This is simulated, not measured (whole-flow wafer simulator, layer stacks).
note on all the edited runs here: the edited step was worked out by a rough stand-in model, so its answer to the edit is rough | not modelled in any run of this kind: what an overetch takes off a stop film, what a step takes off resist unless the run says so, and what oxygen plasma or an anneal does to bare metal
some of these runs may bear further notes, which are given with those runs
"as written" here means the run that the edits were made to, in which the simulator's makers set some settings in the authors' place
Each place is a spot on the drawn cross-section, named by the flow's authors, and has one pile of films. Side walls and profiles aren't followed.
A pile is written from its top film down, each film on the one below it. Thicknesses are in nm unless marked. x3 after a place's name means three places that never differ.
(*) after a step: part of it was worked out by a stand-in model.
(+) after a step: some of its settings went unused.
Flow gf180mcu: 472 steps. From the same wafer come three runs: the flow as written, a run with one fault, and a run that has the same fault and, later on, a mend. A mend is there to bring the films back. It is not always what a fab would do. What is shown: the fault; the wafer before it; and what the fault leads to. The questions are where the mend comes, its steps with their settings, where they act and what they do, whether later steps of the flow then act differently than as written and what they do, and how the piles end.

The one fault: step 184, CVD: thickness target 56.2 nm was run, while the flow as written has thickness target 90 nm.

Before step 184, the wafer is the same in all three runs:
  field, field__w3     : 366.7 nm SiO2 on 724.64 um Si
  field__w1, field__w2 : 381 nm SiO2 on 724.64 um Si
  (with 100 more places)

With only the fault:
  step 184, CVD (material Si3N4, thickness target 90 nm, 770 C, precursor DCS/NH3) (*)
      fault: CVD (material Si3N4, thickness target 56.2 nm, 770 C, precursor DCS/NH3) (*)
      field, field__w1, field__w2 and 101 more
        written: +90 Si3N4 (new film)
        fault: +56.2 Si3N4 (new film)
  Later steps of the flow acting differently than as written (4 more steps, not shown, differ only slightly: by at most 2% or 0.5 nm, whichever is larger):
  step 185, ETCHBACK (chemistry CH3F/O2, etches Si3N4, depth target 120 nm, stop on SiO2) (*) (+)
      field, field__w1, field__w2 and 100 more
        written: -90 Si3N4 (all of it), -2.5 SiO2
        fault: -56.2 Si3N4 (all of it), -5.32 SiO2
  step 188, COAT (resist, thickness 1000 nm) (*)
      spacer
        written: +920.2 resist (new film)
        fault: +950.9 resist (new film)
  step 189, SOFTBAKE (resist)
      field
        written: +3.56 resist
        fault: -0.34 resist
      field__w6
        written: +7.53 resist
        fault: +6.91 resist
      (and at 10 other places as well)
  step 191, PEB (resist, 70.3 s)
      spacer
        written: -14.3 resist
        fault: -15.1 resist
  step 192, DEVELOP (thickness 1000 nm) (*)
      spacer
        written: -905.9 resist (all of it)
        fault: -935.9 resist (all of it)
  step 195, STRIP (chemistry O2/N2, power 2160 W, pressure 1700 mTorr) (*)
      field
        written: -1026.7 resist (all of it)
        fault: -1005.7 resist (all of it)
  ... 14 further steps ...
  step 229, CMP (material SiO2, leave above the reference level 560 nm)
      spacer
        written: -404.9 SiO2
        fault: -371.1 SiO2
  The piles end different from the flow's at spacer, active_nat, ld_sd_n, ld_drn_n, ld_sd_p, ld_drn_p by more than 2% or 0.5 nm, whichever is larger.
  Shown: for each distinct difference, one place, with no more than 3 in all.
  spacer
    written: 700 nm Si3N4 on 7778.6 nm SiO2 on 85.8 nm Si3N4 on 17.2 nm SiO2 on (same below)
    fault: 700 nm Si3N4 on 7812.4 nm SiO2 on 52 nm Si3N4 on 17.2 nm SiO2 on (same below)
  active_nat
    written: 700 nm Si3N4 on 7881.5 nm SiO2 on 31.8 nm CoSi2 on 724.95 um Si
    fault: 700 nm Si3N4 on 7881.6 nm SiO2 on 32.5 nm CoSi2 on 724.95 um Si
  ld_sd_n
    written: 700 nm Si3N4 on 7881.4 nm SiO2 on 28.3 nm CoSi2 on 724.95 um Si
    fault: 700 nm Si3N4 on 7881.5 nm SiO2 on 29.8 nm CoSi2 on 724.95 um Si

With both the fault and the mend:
  The mend stands after step 184.
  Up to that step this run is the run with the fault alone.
  step 184a, CVD (material Si3N4, thickness target 33.8 nm, 770 C, precursor DCS/NH3) (*) (a further turn of the flow's step 184, with different settings)
      field, field__w1, field__w2 and 101 more
        +33.8 Si3N4
  Every later step of the flow that is run acts as written, at every place that is followed, to within 2% or 0.5 nm, whichever is larger.
  By the end, the piles equal the flow's at every place that both follow.
